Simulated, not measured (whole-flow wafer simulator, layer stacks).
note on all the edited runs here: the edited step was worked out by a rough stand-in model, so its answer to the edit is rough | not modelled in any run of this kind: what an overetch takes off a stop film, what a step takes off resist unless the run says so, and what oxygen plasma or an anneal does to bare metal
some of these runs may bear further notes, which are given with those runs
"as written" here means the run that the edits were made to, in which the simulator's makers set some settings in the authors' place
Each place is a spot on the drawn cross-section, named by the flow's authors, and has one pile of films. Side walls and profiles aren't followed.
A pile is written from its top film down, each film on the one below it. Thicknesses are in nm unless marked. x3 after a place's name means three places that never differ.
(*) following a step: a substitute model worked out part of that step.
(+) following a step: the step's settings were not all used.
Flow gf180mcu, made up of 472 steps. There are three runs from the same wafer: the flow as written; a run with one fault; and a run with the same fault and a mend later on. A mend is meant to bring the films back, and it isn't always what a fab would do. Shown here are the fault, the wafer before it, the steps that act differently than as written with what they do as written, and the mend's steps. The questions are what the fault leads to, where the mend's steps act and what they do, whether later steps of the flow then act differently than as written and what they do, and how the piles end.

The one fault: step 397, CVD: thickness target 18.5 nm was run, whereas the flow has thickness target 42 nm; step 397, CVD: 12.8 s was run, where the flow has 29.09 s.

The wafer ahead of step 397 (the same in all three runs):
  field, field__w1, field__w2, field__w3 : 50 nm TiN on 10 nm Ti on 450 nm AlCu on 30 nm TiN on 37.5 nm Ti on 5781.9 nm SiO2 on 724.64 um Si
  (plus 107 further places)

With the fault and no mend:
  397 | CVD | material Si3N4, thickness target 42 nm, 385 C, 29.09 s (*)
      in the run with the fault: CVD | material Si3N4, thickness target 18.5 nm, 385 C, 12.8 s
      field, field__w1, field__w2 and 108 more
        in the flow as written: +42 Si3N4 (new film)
        in the run with the fault: +18.5 Si3N4 (new film)
  Steps later in the flow that act otherwise than as written (not shown: 5 more steps that differ only slightly, by at most 2% or 0.5 nm, whichever is larger):
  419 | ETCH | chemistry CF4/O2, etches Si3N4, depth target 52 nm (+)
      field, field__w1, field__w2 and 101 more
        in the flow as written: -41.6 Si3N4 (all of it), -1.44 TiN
        in the run with the fault: -18.2 Si3N4 (all of it), -1.26 TiN
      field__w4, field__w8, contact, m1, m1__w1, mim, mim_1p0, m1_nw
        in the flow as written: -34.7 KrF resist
        in the run with the fault: -18.2 KrF resist
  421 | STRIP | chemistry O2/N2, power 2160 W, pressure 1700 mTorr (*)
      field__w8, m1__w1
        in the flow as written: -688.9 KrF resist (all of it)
        in the run with the fault: -705.4 KrF resist (all of it)
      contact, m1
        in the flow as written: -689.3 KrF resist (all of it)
        in the run with the fault: -705.8 KrF resist (all of it)
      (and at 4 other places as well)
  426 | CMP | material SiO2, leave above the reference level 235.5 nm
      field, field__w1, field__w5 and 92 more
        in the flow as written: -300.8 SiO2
        in the run with the fault: -324.3 SiO2
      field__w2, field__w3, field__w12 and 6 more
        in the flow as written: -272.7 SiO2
        in the run with the fault: -297.2 SiO2
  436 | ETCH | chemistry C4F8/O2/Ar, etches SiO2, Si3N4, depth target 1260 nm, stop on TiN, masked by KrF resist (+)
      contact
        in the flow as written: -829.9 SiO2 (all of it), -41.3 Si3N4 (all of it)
        in the run with the fault: -829.9 SiO2 (all of it), -17.8 Si3N4 (all of it)
  By the end, the piles at field__w4, field__w8, contact, m1, m1__w1, mim, mim_1p0, m1_nw depart from the flow's by more than 2% or 0.5 nm, whichever is larger.
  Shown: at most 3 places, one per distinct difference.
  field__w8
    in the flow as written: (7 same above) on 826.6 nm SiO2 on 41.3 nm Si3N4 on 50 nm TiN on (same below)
    in the run with the fault: (7 same above) on 826.6 nm SiO2 on 17.8 nm Si3N4 on 50 nm TiN on (same below)
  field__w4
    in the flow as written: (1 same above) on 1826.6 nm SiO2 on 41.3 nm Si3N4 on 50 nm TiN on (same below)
    in the run with the fault: (1 same above) on 1826.6 nm SiO2 on 17.8 nm Si3N4 on 50 nm TiN on (same below)
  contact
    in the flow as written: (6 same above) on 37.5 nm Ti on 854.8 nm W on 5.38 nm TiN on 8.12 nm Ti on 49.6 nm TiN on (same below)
    in the run with the fault: (6 same above) on 37.5 nm Ti on 831.1 nm W on 5.45 nm TiN on 8.23 nm Ti on 49.6 nm TiN on (same below)

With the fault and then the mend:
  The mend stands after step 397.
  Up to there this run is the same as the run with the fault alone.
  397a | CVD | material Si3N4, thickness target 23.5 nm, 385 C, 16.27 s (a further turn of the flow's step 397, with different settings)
      field, field__w1, field__w2 and 108 more
        +23.5 Si3N4
  Later steps of the flow that are run all act as written at every place that is followed, up to a difference of at most 2% or 0.5 nm, whichever is larger.
  At the end the piles are close to the flow's at the places that both follow, differing by at most 2% or 0.5 nm, whichever is larger.
